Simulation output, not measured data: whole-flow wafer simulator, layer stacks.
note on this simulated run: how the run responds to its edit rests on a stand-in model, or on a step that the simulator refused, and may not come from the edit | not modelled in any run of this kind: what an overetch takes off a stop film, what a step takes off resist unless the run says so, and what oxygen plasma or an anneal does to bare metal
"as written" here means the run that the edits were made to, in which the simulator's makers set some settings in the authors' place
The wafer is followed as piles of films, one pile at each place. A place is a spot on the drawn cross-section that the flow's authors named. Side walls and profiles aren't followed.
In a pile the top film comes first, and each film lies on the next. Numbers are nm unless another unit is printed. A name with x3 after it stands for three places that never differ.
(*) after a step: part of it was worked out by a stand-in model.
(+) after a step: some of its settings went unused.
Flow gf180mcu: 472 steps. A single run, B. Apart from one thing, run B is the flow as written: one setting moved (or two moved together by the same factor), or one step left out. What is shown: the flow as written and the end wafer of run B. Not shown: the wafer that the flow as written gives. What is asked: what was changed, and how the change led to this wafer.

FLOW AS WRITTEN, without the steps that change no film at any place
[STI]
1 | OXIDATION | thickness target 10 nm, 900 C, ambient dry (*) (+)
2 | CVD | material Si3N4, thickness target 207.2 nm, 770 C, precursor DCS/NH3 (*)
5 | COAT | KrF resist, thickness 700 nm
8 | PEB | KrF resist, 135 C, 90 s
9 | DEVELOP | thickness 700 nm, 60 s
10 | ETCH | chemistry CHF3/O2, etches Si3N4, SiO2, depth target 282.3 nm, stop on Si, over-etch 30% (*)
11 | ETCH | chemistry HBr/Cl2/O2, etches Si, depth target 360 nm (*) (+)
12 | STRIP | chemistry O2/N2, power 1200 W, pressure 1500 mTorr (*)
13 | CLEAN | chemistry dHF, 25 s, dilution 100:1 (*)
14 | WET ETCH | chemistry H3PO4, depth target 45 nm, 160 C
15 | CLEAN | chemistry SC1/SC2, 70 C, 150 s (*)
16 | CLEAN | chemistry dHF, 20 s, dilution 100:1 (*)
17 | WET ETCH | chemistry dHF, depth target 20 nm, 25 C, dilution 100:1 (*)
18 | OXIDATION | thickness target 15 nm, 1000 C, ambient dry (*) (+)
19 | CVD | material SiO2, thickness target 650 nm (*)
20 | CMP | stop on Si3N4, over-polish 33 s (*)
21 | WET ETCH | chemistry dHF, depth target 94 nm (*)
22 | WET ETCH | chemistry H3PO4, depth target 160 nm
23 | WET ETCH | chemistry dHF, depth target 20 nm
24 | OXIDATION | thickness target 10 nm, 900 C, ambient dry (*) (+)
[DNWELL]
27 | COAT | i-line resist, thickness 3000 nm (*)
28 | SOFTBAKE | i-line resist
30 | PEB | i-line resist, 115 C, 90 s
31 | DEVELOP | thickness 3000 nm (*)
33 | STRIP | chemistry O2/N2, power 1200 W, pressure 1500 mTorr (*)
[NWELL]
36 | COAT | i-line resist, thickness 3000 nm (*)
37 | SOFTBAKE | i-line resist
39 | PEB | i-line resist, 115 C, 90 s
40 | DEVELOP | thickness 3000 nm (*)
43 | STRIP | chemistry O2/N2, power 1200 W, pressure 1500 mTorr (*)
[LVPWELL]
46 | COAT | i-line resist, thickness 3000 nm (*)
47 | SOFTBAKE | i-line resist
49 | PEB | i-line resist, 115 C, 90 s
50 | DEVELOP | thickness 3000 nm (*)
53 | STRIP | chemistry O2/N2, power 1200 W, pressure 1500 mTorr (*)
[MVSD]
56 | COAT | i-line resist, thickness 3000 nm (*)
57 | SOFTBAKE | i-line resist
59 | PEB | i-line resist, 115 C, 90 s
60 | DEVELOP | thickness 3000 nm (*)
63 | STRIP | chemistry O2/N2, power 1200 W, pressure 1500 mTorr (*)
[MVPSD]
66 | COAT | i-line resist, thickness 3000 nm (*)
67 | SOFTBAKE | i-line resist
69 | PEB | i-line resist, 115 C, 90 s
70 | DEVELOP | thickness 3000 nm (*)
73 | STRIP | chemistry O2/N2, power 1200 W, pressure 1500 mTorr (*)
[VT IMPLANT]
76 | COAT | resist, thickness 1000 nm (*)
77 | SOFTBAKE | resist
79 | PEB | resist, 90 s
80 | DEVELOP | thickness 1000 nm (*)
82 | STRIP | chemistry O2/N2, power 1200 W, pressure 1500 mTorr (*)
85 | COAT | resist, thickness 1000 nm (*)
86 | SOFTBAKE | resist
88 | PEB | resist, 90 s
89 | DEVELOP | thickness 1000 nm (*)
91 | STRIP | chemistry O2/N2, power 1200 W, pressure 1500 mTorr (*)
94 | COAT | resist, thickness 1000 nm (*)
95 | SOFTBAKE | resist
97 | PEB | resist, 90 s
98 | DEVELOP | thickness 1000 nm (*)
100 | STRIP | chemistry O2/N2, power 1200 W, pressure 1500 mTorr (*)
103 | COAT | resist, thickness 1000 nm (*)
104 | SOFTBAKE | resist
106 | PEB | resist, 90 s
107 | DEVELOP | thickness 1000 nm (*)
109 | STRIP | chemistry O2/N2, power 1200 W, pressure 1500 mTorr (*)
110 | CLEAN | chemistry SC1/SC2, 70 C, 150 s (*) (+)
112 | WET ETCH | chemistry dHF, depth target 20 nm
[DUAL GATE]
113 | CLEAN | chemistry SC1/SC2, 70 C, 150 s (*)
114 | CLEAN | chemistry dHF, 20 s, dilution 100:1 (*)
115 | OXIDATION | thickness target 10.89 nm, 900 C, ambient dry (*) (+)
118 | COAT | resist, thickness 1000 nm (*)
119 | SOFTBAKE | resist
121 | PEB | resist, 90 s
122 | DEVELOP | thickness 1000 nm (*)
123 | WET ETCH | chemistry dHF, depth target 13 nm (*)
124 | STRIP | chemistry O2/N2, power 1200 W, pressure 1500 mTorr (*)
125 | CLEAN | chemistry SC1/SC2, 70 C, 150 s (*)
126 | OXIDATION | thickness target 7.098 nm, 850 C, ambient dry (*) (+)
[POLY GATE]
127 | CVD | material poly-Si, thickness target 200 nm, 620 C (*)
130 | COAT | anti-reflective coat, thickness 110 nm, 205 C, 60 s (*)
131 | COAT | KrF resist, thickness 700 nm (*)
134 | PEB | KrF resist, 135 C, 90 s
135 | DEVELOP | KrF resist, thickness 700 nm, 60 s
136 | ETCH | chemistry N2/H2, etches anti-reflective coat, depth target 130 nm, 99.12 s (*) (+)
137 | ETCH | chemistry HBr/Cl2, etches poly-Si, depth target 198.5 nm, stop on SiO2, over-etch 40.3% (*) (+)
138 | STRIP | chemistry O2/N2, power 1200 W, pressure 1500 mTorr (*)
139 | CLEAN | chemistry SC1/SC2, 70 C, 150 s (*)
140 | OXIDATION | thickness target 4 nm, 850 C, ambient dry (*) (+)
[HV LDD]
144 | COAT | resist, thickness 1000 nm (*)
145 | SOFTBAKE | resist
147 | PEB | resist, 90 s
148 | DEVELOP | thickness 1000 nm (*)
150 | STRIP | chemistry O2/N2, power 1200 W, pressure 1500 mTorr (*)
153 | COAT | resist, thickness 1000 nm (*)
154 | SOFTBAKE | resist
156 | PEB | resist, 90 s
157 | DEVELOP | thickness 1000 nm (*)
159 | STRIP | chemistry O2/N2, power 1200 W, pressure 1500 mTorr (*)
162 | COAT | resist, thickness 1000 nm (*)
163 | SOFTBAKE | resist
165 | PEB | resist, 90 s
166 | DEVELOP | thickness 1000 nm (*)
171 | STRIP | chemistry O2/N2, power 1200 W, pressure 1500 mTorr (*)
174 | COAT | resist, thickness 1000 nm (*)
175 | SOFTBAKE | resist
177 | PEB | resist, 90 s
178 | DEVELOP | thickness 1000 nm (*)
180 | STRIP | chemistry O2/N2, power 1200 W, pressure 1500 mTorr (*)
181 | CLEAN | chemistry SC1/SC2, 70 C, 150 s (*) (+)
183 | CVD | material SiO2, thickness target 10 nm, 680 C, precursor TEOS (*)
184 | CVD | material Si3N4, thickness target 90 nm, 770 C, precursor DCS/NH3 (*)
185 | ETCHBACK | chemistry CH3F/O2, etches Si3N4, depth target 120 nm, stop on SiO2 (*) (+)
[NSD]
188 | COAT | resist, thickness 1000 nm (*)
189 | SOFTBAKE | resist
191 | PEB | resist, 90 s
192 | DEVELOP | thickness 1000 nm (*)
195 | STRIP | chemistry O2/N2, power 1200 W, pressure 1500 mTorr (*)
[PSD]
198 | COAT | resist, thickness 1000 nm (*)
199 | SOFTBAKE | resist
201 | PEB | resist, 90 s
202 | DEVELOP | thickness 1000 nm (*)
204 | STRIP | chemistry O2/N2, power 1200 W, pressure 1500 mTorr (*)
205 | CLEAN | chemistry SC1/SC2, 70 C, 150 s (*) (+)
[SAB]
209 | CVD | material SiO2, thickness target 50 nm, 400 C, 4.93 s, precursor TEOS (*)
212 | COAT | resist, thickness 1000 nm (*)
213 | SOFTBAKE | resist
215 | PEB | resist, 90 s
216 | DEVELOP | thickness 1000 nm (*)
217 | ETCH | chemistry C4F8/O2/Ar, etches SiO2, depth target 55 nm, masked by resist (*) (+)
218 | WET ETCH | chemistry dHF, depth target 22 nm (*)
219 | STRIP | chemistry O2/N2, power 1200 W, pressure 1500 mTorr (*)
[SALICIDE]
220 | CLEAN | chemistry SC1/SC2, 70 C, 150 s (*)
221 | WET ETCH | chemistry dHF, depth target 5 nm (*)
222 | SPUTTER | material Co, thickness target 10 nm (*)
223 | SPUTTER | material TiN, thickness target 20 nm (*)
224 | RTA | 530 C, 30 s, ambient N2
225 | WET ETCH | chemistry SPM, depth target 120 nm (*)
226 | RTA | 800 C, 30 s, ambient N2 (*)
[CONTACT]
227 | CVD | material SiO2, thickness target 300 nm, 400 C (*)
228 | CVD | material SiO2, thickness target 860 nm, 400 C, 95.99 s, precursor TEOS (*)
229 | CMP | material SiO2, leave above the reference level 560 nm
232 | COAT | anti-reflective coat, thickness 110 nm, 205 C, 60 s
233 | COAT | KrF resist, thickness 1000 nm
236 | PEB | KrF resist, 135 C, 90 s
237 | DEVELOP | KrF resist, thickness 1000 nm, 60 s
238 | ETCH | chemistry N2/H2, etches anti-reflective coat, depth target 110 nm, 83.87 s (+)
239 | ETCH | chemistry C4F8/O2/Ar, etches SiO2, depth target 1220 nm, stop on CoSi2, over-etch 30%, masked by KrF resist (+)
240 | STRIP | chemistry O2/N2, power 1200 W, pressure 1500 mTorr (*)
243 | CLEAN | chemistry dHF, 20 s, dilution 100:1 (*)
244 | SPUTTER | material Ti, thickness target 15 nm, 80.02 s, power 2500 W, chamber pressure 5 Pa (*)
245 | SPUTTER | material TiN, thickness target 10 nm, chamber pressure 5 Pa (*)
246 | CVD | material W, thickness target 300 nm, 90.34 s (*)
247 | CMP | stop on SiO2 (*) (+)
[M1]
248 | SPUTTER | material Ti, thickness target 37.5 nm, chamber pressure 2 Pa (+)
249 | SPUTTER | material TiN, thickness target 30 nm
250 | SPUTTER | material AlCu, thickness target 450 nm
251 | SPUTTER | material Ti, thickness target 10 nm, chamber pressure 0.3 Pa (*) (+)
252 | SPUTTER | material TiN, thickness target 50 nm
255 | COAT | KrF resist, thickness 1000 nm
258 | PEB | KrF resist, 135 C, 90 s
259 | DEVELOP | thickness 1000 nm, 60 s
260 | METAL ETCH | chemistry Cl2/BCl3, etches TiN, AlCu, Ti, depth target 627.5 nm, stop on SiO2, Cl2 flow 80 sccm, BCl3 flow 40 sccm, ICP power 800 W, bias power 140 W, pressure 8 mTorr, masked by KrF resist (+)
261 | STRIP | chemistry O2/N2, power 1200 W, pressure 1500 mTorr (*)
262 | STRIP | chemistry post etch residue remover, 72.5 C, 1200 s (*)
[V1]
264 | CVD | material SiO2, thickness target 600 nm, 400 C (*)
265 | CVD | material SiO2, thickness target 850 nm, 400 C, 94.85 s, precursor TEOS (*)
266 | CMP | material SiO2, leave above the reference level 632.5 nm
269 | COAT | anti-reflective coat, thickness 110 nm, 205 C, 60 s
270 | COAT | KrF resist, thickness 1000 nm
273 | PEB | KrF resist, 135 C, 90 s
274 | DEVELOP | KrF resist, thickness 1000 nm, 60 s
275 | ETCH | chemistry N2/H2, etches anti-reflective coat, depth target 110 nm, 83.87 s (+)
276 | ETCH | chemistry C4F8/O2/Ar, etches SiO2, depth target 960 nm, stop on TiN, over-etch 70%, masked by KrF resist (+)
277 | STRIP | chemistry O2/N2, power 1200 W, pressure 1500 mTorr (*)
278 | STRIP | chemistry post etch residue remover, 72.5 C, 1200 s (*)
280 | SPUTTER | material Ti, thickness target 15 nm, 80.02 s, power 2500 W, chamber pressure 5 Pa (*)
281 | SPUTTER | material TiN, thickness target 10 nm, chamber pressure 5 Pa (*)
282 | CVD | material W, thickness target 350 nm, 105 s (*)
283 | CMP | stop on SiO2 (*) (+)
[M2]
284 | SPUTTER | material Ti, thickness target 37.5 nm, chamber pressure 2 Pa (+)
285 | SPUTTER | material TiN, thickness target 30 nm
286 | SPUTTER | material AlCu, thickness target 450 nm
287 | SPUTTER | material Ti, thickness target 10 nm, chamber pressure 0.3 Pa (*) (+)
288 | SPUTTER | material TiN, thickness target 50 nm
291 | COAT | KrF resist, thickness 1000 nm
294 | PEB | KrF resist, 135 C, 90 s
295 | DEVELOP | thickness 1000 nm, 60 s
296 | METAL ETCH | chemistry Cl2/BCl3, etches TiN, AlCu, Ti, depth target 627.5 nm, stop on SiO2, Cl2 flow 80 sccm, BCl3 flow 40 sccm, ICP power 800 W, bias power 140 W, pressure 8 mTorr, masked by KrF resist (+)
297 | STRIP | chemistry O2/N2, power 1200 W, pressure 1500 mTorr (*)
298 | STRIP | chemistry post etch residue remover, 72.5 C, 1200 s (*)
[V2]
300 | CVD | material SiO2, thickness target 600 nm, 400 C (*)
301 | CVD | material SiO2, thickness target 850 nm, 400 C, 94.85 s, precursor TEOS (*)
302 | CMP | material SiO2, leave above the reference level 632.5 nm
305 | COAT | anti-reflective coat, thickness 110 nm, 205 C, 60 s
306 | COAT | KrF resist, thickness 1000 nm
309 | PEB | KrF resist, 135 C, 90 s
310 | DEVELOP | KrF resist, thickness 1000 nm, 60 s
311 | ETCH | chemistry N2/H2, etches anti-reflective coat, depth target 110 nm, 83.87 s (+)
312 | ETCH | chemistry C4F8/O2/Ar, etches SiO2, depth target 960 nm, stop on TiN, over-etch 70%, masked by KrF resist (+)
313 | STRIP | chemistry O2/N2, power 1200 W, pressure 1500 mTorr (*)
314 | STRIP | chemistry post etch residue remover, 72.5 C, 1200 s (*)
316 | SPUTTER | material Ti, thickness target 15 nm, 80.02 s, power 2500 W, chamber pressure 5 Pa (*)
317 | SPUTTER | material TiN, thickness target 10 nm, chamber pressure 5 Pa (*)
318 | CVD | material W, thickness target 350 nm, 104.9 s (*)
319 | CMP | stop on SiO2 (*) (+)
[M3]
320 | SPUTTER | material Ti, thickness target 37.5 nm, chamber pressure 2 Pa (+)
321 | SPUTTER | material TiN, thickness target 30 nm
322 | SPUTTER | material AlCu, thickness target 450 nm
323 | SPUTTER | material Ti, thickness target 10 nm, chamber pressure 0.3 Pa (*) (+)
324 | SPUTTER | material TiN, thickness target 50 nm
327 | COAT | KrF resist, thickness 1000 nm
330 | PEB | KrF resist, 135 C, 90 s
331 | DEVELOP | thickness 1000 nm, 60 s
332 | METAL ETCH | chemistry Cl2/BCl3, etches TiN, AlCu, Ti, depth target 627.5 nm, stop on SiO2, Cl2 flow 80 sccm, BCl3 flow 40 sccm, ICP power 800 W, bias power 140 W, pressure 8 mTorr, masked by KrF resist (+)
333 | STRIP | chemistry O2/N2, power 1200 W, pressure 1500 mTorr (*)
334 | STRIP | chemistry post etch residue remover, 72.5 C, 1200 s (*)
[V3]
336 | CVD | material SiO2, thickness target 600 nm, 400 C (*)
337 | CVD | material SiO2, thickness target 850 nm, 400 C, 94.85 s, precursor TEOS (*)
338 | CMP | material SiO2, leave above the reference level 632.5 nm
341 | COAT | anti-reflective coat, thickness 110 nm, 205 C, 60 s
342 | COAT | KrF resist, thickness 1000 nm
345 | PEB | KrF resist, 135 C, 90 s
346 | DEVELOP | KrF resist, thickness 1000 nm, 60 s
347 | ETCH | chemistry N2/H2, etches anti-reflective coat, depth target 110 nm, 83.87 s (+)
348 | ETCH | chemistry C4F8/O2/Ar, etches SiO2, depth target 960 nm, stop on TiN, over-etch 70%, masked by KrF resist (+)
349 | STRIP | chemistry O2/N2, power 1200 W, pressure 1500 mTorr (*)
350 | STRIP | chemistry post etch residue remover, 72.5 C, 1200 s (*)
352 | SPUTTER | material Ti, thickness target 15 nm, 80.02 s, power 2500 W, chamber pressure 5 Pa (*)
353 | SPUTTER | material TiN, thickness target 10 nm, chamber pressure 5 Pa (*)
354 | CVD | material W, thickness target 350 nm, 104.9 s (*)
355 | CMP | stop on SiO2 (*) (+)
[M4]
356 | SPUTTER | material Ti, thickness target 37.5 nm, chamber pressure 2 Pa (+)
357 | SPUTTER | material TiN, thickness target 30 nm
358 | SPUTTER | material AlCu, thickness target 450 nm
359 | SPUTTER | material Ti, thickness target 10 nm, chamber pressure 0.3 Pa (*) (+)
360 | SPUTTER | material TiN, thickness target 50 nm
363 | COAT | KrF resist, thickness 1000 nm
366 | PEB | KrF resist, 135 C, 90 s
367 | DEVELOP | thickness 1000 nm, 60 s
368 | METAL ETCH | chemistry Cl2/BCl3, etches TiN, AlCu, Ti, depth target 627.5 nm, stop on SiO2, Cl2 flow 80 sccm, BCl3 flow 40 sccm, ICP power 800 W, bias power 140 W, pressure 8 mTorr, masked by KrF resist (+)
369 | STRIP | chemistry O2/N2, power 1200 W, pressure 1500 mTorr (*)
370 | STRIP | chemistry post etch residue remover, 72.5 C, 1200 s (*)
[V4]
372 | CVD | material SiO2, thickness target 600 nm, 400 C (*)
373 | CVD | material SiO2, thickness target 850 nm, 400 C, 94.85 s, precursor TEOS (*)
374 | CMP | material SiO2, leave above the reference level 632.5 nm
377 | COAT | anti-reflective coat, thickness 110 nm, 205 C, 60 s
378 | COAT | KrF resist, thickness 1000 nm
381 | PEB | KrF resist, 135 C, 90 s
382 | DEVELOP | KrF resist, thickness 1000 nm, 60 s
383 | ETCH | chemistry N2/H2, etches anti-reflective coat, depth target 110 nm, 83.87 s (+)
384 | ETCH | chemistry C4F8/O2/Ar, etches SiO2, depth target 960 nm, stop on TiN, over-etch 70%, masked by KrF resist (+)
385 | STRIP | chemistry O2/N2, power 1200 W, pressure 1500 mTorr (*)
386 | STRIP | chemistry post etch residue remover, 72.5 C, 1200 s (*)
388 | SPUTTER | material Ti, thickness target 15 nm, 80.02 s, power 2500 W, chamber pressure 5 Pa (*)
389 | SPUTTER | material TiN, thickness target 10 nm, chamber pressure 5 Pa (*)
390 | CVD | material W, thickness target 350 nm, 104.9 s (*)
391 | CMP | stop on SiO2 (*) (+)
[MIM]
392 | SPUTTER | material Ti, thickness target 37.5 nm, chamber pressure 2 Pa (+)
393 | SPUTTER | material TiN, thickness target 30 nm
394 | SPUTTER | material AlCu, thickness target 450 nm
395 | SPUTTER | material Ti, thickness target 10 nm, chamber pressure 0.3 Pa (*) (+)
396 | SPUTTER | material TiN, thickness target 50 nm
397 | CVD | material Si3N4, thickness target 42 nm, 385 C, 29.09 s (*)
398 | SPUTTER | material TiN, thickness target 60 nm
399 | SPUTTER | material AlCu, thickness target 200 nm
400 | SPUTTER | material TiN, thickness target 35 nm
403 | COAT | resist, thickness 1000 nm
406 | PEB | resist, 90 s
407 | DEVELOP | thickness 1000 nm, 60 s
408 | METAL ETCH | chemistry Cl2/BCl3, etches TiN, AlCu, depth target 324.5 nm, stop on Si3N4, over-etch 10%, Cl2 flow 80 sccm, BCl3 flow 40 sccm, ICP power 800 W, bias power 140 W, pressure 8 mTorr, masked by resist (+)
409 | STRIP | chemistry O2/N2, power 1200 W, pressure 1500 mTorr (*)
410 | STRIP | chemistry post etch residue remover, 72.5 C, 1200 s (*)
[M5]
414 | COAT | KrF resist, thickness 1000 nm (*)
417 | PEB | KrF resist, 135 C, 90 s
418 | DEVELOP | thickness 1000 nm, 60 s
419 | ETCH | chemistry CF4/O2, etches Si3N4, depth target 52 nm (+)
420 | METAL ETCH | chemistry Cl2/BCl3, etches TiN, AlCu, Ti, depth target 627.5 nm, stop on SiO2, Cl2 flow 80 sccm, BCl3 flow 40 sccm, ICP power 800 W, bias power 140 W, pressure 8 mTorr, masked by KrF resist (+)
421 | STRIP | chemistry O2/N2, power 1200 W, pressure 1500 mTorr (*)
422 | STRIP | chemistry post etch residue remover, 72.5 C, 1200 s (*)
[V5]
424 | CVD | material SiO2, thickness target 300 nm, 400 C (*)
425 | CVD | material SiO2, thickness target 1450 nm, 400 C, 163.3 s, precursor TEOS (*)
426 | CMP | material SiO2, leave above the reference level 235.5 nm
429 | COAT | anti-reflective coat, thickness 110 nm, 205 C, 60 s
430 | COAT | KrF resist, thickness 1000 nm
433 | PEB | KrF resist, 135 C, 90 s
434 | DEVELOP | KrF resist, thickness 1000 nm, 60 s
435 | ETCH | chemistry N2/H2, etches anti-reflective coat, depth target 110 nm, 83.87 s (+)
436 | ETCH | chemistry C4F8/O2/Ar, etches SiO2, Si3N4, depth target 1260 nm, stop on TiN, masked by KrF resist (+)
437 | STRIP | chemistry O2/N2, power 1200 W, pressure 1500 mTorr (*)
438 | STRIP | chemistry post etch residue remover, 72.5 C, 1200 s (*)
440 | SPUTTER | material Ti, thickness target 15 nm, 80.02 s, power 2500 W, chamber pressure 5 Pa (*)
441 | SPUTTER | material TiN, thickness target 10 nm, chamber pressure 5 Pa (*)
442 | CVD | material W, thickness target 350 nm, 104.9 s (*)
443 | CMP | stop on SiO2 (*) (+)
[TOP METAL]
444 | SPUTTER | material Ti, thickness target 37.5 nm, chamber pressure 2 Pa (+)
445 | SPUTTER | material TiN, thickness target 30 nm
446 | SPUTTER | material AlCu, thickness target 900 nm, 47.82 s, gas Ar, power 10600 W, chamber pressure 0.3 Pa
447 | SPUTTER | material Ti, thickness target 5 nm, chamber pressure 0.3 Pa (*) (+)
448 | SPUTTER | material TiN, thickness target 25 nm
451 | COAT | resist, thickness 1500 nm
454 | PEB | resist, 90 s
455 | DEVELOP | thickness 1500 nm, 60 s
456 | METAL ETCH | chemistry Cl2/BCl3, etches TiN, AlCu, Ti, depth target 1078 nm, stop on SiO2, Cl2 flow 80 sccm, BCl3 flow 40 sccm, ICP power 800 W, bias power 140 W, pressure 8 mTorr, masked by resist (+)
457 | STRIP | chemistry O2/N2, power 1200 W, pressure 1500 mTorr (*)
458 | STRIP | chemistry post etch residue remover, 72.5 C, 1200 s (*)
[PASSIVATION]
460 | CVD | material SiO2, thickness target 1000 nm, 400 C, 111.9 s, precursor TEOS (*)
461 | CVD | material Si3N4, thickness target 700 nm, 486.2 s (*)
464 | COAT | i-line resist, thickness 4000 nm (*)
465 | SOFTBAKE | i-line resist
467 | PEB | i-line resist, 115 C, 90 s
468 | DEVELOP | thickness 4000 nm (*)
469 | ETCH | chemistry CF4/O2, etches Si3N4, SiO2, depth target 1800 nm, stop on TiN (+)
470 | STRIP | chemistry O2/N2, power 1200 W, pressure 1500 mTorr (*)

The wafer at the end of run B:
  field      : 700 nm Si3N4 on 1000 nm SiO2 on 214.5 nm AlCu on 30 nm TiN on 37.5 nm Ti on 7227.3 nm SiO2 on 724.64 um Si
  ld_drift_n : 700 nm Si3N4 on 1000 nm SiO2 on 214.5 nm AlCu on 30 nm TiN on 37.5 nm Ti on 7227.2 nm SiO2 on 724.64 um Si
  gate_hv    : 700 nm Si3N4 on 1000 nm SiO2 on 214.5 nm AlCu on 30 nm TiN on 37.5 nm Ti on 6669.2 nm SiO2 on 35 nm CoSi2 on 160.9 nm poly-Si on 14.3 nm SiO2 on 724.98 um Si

The reason: step 446, SPUTTER: 66.95 s was run, while the flow as written has 47.82 s.

How this came from the change, step by step:
  446 | SPUTTER | material AlCu, thickness target 900 nm, 47.82 s, gas Ar, power 10600 W, chamber pressure 0.3 Pa
      field, field__w1, field__w2 and 109 more: AlCu gains 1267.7 (new film) (in the flow as written it would be: AlCu gains 900 (new film))
  456 | METAL ETCH | chemistry Cl2/BCl3, etches TiN, AlCu, Ti, depth target 1078 nm, stop on SiO2, Cl2 flow 80 sccm, BCl3 flow 40 sccm, ICP power 800 W, bias power 140 W, pressure 8 mTorr, masked by resist (+)
      field, field__w1, field__w2 and 103 more: TiN loses 25 (all of it), Ti loses 5 (all of it), AlCu loses 1047.5 (in the flow as written it would be: TiN loses 25 (all of it), Ti loses 5 (all of it), AlCu loses 900 (all of it), TiN loses 30 (all of it), Ti loses 37.5 (all of it))
  458 | STRIP | chemistry post etch residue remover, 72.5 C, 1200 s (*)
      field, field__w1, field__w2 and 103 more: AlCu loses 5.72 (in the flow as written it would be: nothing)
  460 | CVD | material SiO2, thickness target 1000 nm, 400 C, 111.9 s, precursor TEOS (*)
      field, field__w1, field__w2 and 103 more: SiO2 gains 1000 (new film) (in the flow as written it would be: SiO2 gains 1000)
  464 | COAT | i-line resist, thickness 4000 nm (*)
      field__w8: i-line resist gains 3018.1 (new film) (in the flow as written it would be: i-line resist gains 3093.1 (new film))
      contact: i-line resist gains 3059.2 (new film) (in the flow as written it would be: i-line resist gains 3153.6 (new film))
      (also at 4 further places)
  465 | SOFTBAKE | i-line resist
      field__w5, field__w9: i-line resist gains 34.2 (in the flow as written it would be: i-line resist gains 37.3)
      field__w11, field__w13: i-line resist gains 35.5 (in the flow as written it would be: i-line resist gains 37.9)
      (also at 56 further places)
  467 | PEB | i-line resist, 115 C, 90 s
      field__w8, m1__w1: i-line resist loses 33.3 (in the flow as written it would be: i-line resist loses 34.7)
      contact, m1: i-line resist loses 33.6 (in the flow as written it would be: i-line resist loses 35.1)
      (also at 2 further places)
  468 | DEVELOP | thickness 4000 nm (*)
      pad: i-line resist loses 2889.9 (all of it) (in the flow as written it would be: i-line resist loses 2974.8 (all of it))
  470 | STRIP | chemistry O2/N2, power 1200 W, pressure 1500 mTorr (*)
      field__w8, m1__w1: i-line resist loses 1705.3 (all of it) (in the flow as written it would be: i-line resist loses 1787.7 (all of it))
      contact: i-line resist loses 1722 (all of it) (in the flow as written it would be: i-line resist loses 1811.2 (all of it))
      (also at 2 further places)
Taking metal films that touch as one body, field has 1 body; the flow as written gives 0 bodies.
Taking metal films that touch as one body, ld_drift_n has 1 body; the flow as written gives 0 bodies.
Taking metal films that touch as one body, gate_hv has 2 bodies (between them, from the top down: SiO2 6669.2); the flow as written gives 1 body.
